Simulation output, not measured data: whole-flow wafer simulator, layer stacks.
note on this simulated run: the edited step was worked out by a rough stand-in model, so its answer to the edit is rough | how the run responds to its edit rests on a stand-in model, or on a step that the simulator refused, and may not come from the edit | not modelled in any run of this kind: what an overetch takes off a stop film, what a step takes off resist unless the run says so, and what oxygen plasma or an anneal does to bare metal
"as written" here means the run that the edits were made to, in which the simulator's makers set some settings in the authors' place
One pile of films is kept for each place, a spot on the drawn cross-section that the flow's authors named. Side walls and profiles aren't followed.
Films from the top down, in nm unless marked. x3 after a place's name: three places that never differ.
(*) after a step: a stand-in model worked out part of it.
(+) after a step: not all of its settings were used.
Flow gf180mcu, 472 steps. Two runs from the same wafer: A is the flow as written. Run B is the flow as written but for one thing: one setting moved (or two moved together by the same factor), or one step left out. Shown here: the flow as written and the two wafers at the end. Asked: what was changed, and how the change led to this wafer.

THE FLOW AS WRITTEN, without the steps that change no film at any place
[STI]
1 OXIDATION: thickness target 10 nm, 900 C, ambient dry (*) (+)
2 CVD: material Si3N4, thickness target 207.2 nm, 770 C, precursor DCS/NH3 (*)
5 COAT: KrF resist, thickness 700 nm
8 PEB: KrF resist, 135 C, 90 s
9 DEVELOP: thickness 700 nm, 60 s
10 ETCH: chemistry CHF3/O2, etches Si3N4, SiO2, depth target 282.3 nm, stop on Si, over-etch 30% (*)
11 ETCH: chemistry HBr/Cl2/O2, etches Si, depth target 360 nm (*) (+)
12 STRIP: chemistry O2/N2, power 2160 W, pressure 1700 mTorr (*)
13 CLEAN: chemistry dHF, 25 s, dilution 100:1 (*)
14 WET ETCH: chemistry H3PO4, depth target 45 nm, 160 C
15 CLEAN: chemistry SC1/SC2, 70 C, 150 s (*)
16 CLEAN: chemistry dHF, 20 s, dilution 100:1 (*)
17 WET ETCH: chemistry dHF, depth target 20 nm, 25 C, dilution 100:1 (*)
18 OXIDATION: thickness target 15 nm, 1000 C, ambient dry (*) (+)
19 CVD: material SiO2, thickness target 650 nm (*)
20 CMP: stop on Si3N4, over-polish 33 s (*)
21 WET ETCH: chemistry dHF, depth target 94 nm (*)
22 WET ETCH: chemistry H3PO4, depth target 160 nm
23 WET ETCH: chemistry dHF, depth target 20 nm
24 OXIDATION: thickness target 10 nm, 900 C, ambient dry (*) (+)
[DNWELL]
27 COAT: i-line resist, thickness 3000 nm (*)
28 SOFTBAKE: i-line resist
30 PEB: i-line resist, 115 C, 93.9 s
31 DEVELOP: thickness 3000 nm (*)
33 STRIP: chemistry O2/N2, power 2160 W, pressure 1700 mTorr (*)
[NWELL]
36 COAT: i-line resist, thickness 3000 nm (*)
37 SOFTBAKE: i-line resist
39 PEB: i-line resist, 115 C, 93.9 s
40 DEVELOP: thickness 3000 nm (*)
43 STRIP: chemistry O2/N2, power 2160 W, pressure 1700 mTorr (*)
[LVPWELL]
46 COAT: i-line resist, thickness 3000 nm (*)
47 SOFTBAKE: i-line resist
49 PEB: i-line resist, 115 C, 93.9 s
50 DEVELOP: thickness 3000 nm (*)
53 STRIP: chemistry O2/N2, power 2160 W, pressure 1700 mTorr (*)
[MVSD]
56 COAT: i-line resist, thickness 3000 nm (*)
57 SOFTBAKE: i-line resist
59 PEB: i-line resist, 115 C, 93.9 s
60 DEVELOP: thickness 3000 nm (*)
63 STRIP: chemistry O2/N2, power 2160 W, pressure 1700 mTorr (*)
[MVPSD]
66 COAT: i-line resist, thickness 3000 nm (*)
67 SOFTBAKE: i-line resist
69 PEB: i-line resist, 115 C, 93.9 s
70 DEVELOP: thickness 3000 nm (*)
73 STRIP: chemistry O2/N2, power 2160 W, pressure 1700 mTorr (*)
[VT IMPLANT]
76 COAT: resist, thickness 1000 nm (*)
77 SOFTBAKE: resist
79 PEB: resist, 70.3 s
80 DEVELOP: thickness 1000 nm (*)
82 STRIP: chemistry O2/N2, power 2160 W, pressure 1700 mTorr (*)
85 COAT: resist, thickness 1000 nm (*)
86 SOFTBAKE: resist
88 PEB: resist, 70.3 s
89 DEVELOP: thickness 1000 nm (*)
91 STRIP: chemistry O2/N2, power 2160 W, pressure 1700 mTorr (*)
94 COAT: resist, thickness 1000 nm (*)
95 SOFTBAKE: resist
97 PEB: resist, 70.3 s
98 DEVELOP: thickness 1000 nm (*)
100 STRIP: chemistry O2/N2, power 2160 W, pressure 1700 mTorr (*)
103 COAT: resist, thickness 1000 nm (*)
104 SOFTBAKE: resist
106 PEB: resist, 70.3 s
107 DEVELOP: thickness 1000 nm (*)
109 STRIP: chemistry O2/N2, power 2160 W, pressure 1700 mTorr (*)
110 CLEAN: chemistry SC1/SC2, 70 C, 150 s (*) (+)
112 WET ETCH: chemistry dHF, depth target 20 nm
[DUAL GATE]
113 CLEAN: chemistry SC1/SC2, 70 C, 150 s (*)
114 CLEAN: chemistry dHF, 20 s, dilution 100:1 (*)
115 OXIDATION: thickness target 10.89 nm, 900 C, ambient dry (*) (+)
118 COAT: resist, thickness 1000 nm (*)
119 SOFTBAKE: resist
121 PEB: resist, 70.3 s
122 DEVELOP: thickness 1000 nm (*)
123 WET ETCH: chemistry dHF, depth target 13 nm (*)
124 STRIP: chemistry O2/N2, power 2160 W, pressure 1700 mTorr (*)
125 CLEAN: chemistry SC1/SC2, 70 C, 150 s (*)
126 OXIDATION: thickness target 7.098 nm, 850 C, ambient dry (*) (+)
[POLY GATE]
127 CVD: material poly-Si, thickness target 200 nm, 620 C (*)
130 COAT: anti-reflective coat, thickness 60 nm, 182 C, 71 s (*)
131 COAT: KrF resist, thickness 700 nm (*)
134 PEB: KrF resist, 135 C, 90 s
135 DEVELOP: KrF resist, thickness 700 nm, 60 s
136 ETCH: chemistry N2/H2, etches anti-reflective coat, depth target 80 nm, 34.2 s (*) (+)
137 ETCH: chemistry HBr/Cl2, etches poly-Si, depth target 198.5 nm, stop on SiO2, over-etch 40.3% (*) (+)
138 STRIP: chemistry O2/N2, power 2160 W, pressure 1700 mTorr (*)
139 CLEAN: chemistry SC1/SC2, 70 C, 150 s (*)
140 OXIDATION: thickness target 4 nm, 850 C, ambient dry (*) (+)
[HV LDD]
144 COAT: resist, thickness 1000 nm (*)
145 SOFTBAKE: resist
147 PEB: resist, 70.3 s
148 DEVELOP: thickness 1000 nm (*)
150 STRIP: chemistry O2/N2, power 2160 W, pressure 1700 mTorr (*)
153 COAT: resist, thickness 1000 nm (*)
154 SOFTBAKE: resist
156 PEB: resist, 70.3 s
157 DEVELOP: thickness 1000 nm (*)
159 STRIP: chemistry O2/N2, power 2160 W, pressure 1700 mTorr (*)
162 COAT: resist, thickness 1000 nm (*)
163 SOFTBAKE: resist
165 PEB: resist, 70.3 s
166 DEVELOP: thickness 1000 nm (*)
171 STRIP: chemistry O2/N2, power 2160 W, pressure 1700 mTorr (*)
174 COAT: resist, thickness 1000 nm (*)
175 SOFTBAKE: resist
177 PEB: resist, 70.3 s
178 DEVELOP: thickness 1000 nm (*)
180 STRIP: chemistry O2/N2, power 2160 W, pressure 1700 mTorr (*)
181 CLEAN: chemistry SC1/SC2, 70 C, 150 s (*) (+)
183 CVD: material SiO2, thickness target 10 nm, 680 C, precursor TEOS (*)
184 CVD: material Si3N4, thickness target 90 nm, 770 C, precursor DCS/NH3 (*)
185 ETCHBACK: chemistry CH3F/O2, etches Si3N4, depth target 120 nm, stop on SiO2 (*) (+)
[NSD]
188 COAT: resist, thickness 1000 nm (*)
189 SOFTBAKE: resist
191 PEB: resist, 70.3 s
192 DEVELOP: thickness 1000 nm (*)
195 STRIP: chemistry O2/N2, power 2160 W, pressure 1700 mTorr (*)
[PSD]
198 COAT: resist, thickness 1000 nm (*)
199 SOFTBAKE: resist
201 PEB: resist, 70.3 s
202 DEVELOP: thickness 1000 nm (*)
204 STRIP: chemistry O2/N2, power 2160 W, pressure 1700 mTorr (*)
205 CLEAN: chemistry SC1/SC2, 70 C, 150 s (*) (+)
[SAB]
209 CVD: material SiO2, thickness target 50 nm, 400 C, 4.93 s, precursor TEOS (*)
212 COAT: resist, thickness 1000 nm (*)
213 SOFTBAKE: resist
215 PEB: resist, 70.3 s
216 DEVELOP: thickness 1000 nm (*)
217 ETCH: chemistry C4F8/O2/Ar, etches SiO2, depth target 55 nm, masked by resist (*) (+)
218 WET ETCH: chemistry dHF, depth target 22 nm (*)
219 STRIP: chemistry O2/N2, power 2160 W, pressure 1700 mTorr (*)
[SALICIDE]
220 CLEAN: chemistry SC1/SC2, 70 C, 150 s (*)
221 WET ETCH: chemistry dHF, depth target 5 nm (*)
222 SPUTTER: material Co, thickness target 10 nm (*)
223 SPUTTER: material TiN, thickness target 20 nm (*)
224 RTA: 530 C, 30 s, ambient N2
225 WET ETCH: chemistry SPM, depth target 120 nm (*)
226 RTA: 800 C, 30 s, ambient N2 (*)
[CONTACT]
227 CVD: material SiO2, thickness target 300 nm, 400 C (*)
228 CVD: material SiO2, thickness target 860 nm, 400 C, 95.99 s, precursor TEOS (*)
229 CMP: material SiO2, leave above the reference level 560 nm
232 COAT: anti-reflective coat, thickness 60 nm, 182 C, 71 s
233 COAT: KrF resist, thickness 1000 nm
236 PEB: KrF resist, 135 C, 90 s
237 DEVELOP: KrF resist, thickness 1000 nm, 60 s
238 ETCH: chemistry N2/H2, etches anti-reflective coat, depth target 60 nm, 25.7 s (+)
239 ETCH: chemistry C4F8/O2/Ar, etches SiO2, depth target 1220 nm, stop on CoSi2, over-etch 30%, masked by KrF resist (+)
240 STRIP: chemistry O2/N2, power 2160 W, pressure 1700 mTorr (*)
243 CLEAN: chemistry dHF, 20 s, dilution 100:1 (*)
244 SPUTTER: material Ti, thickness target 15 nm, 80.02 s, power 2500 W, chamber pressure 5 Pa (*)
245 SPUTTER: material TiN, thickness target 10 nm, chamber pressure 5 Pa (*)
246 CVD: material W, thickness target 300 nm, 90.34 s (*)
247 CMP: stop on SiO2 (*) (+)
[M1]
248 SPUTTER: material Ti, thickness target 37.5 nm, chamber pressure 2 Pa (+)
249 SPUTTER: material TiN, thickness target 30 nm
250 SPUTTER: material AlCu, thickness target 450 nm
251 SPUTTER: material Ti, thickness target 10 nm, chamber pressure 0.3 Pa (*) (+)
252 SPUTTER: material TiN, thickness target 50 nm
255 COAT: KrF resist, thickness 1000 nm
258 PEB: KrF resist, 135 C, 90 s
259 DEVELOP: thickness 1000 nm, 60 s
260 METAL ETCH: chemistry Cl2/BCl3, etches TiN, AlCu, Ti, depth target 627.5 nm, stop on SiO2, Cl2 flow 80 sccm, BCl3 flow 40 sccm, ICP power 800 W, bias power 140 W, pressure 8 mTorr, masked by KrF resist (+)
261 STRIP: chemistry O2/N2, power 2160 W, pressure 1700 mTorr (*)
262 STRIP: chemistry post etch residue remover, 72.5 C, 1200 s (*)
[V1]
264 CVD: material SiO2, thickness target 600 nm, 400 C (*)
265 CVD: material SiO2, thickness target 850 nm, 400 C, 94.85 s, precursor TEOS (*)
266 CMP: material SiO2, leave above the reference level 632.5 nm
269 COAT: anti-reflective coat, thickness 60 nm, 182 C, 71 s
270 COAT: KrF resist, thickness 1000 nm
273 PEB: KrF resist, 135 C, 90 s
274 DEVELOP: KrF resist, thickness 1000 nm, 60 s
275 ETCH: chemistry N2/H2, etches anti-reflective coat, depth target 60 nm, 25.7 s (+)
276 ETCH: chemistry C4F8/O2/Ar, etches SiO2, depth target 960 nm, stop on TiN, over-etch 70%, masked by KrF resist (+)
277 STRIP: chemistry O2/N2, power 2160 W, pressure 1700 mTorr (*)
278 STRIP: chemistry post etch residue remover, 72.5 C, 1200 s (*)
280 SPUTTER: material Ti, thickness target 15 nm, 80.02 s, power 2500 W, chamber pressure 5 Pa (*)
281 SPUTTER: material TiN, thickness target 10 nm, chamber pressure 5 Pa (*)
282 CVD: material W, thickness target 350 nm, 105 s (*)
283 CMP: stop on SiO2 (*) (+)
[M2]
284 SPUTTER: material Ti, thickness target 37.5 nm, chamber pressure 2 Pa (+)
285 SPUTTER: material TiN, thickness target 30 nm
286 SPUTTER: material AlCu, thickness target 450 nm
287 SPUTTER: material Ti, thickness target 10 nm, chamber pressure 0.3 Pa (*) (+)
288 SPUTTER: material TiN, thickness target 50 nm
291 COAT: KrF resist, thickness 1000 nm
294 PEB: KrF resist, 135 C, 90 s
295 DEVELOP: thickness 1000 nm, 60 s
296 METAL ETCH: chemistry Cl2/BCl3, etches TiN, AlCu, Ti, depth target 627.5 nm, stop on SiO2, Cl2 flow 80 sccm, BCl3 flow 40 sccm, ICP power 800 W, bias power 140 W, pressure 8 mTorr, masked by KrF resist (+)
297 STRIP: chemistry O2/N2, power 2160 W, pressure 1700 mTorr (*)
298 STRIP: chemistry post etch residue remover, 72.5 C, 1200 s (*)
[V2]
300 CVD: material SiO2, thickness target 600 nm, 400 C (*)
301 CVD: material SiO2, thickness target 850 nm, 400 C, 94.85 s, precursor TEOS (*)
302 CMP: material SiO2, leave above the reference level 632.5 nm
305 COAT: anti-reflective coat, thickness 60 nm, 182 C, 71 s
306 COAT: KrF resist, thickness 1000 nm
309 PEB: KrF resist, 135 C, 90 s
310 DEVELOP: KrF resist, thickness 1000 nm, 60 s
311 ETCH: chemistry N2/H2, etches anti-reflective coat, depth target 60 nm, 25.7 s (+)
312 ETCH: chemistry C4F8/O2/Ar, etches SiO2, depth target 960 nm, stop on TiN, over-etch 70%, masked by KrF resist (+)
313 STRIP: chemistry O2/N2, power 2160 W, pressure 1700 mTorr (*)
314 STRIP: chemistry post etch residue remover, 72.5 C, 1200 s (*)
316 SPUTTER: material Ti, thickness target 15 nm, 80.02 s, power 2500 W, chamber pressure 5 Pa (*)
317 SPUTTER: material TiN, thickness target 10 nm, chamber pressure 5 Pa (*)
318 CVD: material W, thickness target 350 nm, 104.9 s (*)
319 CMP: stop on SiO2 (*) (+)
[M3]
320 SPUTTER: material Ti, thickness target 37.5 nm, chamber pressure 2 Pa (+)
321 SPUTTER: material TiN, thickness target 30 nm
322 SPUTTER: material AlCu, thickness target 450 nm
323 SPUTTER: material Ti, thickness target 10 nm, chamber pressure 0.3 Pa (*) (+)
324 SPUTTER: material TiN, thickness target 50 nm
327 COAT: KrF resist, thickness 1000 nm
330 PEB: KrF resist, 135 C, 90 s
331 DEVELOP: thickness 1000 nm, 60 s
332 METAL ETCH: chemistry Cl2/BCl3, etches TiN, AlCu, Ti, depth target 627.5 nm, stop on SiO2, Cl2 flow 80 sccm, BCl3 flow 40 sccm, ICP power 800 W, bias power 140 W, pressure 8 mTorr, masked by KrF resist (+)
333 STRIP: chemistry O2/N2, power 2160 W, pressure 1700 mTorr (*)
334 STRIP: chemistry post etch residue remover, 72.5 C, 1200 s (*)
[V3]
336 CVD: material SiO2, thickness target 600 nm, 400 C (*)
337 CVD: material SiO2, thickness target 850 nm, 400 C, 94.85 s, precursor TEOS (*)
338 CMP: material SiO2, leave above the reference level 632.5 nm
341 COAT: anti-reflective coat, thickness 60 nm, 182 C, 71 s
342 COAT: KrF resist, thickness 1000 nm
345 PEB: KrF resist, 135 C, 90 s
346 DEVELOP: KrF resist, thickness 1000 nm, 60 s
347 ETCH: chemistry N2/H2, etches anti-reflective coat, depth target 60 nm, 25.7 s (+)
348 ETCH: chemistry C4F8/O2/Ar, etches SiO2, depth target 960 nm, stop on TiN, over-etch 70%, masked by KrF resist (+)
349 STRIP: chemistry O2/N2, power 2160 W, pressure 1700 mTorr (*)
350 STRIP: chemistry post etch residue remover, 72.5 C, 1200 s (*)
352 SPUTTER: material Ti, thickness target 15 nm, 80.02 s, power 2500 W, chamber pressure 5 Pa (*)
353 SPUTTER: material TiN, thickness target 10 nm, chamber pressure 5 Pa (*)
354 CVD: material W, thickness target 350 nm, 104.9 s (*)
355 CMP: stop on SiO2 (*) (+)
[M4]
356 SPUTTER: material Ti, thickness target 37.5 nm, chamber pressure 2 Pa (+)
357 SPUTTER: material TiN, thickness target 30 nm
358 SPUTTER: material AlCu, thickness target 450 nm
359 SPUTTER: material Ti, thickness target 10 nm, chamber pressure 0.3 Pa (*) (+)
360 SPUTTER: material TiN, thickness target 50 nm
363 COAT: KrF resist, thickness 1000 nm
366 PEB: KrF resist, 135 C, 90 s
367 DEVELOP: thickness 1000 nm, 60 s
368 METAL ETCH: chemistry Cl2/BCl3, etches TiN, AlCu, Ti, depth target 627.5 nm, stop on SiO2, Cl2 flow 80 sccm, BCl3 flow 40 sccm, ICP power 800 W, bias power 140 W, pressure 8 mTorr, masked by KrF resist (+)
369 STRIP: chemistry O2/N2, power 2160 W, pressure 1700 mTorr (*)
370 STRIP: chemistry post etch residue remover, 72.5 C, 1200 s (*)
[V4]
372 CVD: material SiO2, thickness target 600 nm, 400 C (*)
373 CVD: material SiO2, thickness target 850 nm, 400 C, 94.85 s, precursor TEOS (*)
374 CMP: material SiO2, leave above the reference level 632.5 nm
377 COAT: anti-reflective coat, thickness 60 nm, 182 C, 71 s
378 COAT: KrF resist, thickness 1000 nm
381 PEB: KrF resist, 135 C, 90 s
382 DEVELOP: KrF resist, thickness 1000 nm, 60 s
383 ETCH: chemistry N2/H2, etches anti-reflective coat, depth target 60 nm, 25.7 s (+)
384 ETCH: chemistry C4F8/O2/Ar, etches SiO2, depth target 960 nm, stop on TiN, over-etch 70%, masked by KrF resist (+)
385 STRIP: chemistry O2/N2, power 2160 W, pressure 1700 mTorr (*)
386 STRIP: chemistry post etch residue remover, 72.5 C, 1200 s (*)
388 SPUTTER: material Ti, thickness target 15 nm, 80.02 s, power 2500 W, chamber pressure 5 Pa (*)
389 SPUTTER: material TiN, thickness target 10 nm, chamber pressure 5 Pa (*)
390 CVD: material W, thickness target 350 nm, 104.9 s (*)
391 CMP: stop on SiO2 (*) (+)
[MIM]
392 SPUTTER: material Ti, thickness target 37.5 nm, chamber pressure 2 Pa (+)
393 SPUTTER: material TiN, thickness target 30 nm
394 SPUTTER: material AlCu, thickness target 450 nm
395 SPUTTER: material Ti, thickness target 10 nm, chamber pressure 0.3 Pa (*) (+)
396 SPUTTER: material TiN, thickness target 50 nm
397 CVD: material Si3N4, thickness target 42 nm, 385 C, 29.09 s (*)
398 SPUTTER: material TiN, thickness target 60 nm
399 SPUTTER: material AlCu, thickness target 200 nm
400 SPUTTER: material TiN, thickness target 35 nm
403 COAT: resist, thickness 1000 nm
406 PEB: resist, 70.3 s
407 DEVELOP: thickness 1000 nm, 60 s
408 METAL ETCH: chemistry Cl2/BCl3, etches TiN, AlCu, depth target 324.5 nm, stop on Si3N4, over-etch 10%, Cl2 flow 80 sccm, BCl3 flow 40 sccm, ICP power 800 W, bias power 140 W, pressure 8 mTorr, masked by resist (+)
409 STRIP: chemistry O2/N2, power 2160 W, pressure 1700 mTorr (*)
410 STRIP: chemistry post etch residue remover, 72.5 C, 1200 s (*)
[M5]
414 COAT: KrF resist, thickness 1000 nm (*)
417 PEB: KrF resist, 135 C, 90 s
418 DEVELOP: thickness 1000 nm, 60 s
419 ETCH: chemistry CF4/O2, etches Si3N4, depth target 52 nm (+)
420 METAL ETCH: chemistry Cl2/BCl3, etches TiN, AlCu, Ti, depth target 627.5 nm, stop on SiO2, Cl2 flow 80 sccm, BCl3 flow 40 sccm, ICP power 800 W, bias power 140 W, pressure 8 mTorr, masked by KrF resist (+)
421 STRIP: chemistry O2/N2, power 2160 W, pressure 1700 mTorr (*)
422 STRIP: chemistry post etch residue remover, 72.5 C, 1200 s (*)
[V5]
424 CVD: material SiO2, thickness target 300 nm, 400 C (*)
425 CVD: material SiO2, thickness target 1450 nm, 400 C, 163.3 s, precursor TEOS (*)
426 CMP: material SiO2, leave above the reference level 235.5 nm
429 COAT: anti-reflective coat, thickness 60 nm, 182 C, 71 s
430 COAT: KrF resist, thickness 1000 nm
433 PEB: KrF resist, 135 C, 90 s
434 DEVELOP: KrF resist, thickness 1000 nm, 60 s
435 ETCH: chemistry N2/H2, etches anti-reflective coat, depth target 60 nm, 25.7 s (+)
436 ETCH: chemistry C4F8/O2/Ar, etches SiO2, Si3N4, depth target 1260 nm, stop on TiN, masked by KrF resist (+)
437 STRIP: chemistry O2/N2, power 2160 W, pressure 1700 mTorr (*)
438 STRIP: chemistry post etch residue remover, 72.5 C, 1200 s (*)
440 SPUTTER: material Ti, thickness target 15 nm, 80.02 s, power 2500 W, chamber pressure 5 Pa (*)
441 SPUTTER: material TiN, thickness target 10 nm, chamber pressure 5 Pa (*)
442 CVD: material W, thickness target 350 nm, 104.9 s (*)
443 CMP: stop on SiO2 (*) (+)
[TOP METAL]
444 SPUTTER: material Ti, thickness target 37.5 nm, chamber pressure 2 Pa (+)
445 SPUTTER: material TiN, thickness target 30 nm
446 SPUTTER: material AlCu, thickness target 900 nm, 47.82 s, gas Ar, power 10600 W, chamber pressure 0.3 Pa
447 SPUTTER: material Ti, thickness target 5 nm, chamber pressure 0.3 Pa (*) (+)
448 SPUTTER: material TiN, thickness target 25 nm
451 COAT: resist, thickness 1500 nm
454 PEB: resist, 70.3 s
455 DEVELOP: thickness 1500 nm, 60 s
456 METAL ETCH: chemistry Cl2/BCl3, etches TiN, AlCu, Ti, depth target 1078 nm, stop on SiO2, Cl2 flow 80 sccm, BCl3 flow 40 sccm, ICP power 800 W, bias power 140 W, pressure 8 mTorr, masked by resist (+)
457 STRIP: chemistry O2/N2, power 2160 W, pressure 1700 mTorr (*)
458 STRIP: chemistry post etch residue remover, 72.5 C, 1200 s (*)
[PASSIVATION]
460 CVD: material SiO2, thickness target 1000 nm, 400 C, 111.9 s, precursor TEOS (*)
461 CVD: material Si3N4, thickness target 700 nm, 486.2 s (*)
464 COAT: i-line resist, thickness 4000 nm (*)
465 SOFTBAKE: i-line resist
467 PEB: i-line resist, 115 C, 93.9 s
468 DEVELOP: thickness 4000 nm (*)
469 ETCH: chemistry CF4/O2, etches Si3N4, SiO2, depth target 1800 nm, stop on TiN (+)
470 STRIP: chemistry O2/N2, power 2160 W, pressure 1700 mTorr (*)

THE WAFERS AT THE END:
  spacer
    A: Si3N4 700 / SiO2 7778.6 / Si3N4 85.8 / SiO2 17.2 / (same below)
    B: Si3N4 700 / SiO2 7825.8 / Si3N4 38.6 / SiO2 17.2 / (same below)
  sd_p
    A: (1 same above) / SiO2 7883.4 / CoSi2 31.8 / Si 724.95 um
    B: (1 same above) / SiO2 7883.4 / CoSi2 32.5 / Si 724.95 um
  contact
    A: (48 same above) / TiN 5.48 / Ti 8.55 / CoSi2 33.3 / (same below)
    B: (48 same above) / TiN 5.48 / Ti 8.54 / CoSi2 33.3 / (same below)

The cause: step 184, CVD: thickness target 42.8 nm was run, where the flow has thickness target 90 nm.

How the change led to this, step by step:
  184 CVD: material Si3N4, thickness target 90 nm, 770 C, precursor DCS/NH3 (*)
      field, field__w1, field__w2 and 101 more: A Si3N4 +90 (new film) | B Si3N4 +42.8 (new film)
  185 ETCHBACK: chemistry CH3F/O2, etches Si3N4, depth target 120 nm, stop on SiO2 (*) (+)
      field, field__w1, field__w2 and 100 more: A Si3N4 -90 (all of it), SiO2 -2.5 | B Si3N4 -42.8 (all of it), SiO2 -6.43
  188 COAT: resist, thickness 1000 nm (*)
      spacer: A resist +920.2 (new film) | B resist +963.2 (new film)
  189 SOFTBAKE: resist
      ld_drn_p: A resist -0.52 | B nothing
      field: A resist +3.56 | B resist +3
      (and at 25 more places)
  191 PEB: resist, 70.3 s
      spacer: A resist -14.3 | B resist -15.3
  192 DEVELOP: thickness 1000 nm (*)
      spacer: A resist -905.9 (all of it) | B resist -947.9 (all of it)
  198 COAT: resist, thickness 1000 nm (*)
      spacer: A resist +920.2 (new film) | B resist +963.2 (new film)
  199 SOFTBAKE: resist
      ld_drn_p: A resist -0.52 | B nothing
      field: A resist +3.56 | B resist +3
      (and at 25 more places)
  201 PEB: resist, 70.3 s
      spacer: A resist -14.3 | B resist -15.3
  204 STRIP: chemistry O2/N2, power 2160 W, pressure 1700 mTorr (*)
      spacer: A resist -905.9 (all of it) | B resist -947.9 (all of it)
  212 COAT: resist, thickness 1000 nm (*)
      spacer: A resist +919.4 (new film) | B resist +962.3 (new film)
  213 SOFTBAKE: resist
      field__w9: A resist -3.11 | B resist +6.45
      field__w1: A resist +5.43 | B resist +4.9
      (and at 23 more places)
  215 PEB: resist, 70.3 s
      spacer: A resist -14.3 | B resist -15.3
  216 DEVELOP: thickness 1000 nm (*)
      spacer: A resist -905.1 (all of it) | B resist -947 (all of it)
  218 WET ETCH: chemistry dHF, depth target 22 nm (*)
      gate, gate_hv, gate_p and 23 more: A SiO2 -5.48 (all of it) | B SiO2 -1.55 (all of it)
      active, p_well, sd_n, iso_ptap_pw, iso_ntap_nw, iso_ptap_sub, vpnp_e: A SiO2 -9.01 (all of it) | B SiO2 -5.08 (all of it)
      (and at 16 more places)
  222 SPUTTER: material Co, thickness target 10 nm (*)
      field__w2: A Co +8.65 (new film) | B Co +9.27 (new film)
      field__w3: A Co +8.06 (new film) | B Co +8.89 (new film)
      (and at 5 more places)
  ... 4 more steps ...
  229 CMP: material SiO2, leave above the reference level 560 nm
      field__w3: A SiO2 -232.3 | B SiO2 -227.4
      field__w12: A SiO2 -232.1 | B SiO2 -227.3
      (and at 2 more places)
